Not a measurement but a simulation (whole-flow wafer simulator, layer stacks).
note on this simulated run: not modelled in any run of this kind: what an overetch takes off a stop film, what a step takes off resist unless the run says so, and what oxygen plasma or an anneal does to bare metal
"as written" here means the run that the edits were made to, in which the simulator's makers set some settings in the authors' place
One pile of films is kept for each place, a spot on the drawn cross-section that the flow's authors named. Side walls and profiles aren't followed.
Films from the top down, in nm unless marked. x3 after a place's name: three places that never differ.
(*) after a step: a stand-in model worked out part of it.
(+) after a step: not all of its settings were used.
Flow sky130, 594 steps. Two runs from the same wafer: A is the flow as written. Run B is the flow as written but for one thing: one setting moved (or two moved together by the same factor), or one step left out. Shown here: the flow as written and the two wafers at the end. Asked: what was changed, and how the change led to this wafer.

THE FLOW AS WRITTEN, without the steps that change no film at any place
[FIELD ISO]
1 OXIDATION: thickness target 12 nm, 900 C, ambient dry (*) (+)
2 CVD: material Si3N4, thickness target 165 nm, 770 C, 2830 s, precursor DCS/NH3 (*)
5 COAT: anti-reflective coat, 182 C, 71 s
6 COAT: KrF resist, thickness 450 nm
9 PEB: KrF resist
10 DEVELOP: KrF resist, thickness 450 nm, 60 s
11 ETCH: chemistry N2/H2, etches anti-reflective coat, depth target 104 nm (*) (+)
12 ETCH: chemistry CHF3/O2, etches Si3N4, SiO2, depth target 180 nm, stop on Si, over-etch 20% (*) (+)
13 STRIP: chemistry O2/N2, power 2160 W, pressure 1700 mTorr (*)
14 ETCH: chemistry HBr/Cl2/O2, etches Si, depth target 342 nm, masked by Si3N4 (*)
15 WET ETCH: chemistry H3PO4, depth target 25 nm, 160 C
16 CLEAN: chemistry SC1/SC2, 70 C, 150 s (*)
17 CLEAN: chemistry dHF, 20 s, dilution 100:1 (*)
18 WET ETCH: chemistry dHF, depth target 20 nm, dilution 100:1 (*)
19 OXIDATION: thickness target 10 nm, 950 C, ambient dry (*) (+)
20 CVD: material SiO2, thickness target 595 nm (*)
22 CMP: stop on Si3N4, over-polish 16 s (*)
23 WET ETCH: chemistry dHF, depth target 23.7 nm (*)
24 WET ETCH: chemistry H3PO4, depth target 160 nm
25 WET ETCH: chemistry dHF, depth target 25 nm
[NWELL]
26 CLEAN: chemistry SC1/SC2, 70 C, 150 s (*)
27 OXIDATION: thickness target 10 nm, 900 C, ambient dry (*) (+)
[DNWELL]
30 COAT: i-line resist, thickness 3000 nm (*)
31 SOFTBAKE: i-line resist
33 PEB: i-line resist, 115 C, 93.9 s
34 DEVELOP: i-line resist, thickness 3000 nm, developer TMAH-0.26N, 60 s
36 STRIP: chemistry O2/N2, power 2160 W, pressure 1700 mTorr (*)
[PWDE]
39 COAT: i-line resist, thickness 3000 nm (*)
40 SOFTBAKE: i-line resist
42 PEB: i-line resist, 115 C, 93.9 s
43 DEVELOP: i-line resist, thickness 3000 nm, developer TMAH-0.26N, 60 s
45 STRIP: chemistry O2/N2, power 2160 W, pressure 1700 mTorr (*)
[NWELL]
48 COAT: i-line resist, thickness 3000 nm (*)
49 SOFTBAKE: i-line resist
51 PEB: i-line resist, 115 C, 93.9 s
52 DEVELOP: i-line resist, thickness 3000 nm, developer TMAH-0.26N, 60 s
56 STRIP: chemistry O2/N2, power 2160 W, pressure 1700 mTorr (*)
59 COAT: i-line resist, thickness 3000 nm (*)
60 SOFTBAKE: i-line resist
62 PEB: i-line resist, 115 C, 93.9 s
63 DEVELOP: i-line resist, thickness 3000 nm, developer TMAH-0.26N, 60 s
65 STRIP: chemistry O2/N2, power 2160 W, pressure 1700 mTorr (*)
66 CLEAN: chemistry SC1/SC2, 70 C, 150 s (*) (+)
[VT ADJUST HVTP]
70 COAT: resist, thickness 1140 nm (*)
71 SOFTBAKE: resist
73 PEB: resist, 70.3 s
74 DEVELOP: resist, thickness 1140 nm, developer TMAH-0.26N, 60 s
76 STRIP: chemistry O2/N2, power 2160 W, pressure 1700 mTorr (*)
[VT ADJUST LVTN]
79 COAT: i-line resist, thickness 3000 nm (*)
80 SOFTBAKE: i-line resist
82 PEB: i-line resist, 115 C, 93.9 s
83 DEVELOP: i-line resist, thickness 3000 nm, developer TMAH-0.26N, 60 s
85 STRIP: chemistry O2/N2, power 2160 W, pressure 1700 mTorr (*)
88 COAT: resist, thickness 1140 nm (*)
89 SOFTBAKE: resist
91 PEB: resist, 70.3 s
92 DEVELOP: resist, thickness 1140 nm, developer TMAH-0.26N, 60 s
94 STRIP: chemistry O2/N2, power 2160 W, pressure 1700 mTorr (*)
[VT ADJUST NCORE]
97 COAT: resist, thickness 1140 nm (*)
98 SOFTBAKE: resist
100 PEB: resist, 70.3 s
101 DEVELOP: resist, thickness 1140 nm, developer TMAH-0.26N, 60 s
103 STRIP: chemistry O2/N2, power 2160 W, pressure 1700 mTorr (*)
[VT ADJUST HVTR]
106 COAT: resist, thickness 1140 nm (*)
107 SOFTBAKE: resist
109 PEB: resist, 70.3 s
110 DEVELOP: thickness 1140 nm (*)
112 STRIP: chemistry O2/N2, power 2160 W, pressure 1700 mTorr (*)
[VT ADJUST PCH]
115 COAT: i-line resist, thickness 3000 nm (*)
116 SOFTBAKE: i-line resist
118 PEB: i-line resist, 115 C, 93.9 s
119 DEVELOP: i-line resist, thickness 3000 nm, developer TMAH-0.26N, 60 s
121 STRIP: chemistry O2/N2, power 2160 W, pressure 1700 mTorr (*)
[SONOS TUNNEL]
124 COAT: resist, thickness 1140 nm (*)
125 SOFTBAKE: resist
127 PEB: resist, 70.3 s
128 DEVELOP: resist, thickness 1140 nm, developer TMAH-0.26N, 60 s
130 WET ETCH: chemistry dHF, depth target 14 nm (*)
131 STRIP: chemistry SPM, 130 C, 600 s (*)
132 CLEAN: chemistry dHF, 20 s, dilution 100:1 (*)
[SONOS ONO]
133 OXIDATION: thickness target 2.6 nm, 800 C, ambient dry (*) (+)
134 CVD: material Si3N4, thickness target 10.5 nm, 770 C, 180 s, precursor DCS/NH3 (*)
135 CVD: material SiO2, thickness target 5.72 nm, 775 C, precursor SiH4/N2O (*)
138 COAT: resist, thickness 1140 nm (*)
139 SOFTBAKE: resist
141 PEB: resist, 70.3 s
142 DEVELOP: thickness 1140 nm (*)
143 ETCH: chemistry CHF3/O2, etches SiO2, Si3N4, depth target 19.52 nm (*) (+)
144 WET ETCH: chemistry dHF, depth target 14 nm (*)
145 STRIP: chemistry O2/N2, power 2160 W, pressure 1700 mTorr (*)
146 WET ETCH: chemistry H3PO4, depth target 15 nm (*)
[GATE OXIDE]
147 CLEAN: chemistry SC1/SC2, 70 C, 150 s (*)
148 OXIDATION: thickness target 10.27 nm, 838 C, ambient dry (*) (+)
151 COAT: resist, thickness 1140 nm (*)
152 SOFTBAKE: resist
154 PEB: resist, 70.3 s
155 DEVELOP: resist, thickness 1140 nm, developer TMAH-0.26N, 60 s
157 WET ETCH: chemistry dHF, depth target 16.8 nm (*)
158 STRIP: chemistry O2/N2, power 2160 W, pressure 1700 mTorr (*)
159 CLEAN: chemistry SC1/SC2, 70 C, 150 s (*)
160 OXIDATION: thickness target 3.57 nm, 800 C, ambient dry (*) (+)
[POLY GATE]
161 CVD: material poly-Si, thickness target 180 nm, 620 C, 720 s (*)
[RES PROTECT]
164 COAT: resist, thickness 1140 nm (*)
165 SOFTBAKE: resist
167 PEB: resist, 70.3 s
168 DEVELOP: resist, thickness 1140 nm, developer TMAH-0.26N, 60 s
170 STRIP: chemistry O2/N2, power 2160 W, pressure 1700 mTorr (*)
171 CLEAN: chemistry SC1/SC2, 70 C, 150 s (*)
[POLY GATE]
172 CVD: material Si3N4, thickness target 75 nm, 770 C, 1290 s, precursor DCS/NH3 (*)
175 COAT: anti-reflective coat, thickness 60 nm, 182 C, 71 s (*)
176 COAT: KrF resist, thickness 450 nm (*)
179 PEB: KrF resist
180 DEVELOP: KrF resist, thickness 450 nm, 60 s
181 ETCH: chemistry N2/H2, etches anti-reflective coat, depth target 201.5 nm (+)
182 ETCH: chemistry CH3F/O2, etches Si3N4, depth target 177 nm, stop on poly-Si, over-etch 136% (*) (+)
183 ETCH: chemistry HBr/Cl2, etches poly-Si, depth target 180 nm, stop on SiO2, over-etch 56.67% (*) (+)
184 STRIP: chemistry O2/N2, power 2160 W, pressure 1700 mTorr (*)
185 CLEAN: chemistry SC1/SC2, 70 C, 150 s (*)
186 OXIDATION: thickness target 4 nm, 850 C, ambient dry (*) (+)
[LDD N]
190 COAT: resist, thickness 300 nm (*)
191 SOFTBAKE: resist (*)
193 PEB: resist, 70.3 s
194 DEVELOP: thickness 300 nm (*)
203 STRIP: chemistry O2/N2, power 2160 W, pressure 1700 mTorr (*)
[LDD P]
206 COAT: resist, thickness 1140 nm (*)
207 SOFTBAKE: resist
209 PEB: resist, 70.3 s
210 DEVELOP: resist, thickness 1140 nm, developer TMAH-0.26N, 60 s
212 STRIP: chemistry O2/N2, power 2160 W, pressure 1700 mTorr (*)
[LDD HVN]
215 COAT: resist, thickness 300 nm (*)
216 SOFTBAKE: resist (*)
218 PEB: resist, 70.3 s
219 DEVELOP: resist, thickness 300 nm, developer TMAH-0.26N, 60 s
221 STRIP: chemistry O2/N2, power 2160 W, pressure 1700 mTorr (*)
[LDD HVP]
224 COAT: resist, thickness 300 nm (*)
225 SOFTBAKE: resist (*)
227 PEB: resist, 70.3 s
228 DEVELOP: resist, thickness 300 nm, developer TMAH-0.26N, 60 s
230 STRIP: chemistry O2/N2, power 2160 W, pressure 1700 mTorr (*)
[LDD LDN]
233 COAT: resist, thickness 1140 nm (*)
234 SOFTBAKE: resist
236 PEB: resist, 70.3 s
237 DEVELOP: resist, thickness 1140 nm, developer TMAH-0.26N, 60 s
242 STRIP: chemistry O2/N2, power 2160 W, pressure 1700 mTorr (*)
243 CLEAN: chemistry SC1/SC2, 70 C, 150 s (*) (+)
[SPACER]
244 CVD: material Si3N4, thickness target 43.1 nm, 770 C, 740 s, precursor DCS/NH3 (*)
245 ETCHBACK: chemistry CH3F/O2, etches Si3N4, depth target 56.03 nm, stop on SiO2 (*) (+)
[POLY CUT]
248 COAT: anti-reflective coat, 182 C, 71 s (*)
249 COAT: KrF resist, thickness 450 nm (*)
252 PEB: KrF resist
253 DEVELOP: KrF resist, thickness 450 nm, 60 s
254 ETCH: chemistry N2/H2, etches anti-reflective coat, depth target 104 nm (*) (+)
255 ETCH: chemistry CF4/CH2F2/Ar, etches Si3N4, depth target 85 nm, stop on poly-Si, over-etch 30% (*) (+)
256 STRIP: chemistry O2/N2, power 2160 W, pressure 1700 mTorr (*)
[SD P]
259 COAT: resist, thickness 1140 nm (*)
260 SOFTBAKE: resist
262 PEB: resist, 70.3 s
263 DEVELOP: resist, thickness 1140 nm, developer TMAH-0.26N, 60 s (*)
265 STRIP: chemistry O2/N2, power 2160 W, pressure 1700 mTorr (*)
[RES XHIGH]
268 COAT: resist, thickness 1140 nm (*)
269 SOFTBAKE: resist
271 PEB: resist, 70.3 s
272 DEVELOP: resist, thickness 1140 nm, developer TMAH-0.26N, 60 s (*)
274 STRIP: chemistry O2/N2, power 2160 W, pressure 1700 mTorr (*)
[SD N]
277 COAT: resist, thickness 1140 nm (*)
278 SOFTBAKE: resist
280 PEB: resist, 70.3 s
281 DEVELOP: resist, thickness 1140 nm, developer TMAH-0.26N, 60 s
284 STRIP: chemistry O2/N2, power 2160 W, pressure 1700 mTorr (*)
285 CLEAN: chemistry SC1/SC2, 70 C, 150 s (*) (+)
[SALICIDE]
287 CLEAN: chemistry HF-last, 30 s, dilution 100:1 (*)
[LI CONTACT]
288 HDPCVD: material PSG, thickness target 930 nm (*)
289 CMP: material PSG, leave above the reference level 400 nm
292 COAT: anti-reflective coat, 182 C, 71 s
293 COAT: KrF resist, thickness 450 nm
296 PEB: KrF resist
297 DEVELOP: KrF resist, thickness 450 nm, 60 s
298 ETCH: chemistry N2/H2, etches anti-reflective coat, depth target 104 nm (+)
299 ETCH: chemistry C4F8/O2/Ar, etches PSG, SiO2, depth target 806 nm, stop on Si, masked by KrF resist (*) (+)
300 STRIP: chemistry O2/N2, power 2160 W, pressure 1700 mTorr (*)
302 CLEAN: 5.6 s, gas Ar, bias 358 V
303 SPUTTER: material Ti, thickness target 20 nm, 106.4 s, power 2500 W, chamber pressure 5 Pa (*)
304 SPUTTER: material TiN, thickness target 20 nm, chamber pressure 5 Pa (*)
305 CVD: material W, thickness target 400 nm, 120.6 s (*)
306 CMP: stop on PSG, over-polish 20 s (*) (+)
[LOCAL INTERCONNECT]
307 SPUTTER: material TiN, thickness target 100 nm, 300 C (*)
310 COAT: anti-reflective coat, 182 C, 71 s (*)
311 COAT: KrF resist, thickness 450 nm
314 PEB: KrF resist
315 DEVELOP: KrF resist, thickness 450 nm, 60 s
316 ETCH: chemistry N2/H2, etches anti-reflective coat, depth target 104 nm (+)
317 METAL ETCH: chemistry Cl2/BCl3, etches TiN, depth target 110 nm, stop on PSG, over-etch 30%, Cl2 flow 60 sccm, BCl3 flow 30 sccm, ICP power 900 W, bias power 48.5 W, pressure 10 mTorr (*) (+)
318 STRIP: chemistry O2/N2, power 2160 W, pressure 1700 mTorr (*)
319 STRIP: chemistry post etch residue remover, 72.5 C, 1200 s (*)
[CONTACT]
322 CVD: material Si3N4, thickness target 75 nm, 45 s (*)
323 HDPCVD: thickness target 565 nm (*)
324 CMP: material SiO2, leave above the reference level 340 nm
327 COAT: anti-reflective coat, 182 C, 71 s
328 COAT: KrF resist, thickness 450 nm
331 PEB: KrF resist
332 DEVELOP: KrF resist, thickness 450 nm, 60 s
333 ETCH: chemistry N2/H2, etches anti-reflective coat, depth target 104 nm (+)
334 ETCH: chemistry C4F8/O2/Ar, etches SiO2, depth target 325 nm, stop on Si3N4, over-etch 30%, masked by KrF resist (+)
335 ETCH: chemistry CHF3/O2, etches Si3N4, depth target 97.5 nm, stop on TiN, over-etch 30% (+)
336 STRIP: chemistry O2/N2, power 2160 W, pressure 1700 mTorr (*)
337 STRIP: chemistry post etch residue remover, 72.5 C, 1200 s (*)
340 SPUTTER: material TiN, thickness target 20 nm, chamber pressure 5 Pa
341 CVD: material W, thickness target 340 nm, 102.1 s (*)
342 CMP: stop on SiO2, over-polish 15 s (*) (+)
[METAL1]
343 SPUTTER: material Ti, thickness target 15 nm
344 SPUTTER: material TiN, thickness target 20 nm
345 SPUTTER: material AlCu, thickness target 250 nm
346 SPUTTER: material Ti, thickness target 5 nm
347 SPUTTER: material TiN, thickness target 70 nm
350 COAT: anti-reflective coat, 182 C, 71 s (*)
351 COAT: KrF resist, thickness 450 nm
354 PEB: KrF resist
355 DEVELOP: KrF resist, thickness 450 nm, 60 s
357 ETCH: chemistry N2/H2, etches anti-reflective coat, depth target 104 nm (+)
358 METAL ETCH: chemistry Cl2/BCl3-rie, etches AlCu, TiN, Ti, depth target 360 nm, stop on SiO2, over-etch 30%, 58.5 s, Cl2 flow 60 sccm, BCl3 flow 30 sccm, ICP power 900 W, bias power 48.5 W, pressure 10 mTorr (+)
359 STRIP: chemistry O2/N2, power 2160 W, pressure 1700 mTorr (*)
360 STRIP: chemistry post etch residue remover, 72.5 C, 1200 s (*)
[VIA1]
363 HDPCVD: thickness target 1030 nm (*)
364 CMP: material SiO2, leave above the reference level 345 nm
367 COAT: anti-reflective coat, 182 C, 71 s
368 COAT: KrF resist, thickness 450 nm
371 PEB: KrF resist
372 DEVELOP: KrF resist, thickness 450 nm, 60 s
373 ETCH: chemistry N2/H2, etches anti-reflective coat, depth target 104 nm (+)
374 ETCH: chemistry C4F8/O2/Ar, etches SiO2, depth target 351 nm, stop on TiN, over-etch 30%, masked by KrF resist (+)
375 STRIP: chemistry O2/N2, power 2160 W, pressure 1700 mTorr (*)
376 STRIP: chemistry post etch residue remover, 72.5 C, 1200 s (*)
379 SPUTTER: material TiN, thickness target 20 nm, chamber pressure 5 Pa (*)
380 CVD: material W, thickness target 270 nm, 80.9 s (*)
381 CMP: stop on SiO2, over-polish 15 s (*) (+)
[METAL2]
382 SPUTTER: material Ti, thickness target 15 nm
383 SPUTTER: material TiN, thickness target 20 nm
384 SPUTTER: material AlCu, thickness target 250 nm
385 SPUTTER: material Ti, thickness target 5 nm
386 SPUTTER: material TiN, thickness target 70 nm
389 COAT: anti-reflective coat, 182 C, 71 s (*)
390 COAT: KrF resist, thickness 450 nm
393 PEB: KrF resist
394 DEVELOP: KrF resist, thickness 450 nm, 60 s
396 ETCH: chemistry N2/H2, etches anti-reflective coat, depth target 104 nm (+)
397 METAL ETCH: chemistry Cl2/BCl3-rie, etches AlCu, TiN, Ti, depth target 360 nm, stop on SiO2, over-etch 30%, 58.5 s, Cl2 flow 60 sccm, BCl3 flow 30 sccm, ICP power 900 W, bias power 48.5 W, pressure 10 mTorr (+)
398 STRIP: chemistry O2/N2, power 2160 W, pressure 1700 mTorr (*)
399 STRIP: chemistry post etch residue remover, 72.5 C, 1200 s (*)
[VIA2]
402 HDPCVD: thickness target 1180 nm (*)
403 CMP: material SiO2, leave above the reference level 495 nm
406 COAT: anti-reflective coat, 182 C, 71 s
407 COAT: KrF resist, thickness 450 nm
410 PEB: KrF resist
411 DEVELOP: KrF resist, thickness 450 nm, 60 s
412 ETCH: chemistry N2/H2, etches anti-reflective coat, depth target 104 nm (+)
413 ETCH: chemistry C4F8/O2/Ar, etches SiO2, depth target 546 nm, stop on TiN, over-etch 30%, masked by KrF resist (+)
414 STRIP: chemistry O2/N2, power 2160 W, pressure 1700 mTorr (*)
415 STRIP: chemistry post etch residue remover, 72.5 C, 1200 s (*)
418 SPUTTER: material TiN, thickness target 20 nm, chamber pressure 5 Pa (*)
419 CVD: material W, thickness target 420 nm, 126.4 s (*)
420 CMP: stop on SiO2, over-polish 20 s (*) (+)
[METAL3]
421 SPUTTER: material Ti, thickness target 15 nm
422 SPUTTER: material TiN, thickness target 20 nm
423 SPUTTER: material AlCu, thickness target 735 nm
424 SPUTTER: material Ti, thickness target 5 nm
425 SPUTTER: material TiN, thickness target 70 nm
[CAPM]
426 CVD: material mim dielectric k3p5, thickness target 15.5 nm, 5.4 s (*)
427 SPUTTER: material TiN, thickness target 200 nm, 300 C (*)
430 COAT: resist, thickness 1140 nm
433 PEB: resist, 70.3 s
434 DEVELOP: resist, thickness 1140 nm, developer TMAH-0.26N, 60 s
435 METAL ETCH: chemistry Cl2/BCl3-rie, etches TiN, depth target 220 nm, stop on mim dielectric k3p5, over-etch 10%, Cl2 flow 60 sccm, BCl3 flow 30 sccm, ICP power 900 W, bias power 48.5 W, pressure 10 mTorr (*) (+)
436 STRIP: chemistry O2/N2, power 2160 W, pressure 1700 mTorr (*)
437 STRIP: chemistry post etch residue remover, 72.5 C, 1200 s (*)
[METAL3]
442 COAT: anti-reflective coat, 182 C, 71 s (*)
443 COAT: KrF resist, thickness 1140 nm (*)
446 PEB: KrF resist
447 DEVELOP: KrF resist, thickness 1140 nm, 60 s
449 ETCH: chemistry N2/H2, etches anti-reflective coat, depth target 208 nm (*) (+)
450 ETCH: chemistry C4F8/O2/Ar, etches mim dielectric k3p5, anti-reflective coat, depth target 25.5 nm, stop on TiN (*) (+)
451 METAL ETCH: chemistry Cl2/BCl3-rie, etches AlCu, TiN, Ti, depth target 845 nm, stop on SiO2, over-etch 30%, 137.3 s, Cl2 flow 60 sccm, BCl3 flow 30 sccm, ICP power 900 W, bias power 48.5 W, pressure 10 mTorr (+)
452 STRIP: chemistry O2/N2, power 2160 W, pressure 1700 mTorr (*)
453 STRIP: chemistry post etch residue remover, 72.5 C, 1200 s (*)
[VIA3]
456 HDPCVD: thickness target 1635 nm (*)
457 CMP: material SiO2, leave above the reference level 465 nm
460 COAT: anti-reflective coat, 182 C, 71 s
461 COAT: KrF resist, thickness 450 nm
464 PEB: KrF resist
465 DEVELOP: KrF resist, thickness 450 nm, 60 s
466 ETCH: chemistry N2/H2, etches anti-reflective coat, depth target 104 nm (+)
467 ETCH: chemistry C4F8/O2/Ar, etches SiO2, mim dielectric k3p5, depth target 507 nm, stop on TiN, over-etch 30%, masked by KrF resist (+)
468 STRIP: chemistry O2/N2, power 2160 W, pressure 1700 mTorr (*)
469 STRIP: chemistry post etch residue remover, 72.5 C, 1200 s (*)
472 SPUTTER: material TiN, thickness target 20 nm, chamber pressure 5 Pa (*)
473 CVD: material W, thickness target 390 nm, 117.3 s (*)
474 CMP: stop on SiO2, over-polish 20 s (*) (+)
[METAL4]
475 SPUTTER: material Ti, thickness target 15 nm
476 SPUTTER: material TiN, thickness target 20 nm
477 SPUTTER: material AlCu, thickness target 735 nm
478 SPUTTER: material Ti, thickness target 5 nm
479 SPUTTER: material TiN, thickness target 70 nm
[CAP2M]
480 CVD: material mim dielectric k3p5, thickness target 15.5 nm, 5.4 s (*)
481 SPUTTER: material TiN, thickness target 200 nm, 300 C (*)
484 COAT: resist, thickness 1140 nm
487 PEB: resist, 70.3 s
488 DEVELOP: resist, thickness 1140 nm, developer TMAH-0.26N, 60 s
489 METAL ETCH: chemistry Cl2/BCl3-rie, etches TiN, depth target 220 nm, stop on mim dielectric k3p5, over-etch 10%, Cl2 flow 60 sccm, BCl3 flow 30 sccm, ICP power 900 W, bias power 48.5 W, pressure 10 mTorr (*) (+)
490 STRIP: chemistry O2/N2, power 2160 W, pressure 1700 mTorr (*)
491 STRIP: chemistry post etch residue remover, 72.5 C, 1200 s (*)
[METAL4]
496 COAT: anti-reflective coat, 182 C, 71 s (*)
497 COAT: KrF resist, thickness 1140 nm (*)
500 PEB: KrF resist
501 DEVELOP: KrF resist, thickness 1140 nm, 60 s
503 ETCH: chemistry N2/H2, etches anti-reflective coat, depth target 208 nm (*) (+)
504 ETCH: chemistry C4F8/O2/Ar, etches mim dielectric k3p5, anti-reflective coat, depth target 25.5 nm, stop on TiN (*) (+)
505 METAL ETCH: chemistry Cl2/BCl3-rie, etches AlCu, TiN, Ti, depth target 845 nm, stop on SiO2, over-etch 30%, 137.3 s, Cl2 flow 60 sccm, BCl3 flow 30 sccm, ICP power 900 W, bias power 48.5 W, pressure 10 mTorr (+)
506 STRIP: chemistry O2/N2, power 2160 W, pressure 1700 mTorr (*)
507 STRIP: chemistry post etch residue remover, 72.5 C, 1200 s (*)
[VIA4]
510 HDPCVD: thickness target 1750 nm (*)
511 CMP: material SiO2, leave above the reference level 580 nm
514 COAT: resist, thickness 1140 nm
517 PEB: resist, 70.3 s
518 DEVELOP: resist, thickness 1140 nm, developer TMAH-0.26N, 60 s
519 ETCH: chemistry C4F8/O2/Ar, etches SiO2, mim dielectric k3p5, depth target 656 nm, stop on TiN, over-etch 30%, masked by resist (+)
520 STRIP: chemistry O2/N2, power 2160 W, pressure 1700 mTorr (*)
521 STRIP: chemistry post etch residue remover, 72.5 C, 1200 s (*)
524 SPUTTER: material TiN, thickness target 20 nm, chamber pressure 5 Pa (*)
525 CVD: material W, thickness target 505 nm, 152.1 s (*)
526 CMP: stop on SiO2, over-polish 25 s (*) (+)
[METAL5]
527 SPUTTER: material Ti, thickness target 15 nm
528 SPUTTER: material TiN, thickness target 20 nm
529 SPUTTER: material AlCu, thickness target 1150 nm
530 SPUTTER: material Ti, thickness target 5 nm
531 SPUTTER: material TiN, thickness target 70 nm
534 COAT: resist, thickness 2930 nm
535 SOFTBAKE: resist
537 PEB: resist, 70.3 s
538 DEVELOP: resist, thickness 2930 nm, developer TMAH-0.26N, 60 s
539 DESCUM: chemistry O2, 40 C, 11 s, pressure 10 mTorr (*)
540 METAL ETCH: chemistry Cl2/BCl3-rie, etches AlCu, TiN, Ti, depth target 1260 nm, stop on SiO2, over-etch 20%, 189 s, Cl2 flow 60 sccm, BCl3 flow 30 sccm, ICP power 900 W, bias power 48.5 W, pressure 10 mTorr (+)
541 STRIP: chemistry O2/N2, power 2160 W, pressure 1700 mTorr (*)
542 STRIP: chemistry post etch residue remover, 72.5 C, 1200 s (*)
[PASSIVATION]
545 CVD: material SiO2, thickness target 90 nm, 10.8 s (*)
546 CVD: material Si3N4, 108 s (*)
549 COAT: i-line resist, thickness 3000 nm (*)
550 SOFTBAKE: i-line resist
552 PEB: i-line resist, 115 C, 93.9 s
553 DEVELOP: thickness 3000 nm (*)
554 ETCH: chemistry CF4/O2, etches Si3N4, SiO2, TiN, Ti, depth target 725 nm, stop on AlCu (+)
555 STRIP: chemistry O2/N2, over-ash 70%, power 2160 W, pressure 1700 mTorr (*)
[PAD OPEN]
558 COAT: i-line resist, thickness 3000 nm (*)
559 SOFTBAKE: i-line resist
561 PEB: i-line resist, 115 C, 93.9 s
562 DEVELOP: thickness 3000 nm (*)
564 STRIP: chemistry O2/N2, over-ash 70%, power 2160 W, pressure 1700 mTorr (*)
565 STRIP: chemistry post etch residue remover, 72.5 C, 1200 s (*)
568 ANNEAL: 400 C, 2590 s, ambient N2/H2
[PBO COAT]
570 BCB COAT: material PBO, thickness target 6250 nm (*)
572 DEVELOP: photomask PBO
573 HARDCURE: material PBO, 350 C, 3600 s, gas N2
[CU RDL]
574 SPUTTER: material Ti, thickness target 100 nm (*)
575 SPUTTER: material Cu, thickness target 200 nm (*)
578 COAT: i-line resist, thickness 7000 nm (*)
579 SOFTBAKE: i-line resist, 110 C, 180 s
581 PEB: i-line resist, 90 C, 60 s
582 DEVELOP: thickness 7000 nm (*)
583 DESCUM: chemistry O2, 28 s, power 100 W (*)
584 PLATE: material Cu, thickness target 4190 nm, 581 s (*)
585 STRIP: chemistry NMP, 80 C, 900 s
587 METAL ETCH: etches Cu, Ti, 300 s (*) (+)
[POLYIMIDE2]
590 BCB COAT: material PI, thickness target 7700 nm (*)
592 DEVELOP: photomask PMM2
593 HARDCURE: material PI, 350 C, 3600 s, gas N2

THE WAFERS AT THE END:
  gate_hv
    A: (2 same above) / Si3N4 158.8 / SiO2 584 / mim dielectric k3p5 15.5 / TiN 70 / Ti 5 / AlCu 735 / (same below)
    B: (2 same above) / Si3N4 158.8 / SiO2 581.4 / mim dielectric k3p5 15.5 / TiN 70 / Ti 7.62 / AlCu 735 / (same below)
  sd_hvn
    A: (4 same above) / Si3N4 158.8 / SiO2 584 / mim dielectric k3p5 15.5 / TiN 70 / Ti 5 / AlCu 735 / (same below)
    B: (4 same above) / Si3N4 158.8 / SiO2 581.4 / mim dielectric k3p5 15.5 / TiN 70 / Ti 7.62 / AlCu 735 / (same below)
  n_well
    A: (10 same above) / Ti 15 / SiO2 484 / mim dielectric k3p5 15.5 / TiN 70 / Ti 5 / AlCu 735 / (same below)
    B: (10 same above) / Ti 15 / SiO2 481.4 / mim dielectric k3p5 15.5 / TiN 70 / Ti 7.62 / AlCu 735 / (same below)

The cause: step 478, SPUTTER: thickness target 7.62 nm was run, where the flow has thickness target 5 nm.
It can be read off the wafer: gate_hv has Ti 7.62, and step 478 as written asks for 5 nm.

How the change led to this, step by step:
  478 SPUTTER: material Ti, thickness target 5 nm
      field, active, n_well and 189 more: A Ti +5 (new film) | B Ti +7.62 (new film)
  505 METAL ETCH: chemistry Cl2/BCl3-rie, etches AlCu, TiN, Ti, depth target 845 nm, stop on SiO2, over-etch 30%, 137.3 s, Cl2 flow 60 sccm, BCl3 flow 30 sccm, ICP power 900 W, bias power 48.5 W, pressure 10 mTorr (+)
      field, gate, spacer and 68 more: A TiN -70 (all of it), Ti -5 (all of it), AlCu -735 (all of it), TiN -20 (all of it), Ti -15 (all of it), SiO2 -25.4 | B TiN -70 (all of it), Ti -7.62 (all of it), AlCu -735 (all of it), TiN -20 (all of it), Ti -15 (all of it), SiO2 -25.1
      active, vpp_iso1, mim_edge_plate and 14 more: A TiN -70 (all of it), Ti -5 (all of it), AlCu -735 (all of it), TiN -20 (all of it), Ti -15 (all of it), SiO2 -25.3 | B TiN -70 (all of it), Ti -7.62 (all of it), AlCu -735 (all of it), TiN -20 (all of it), Ti -15 (all of it), SiO2 -25.1
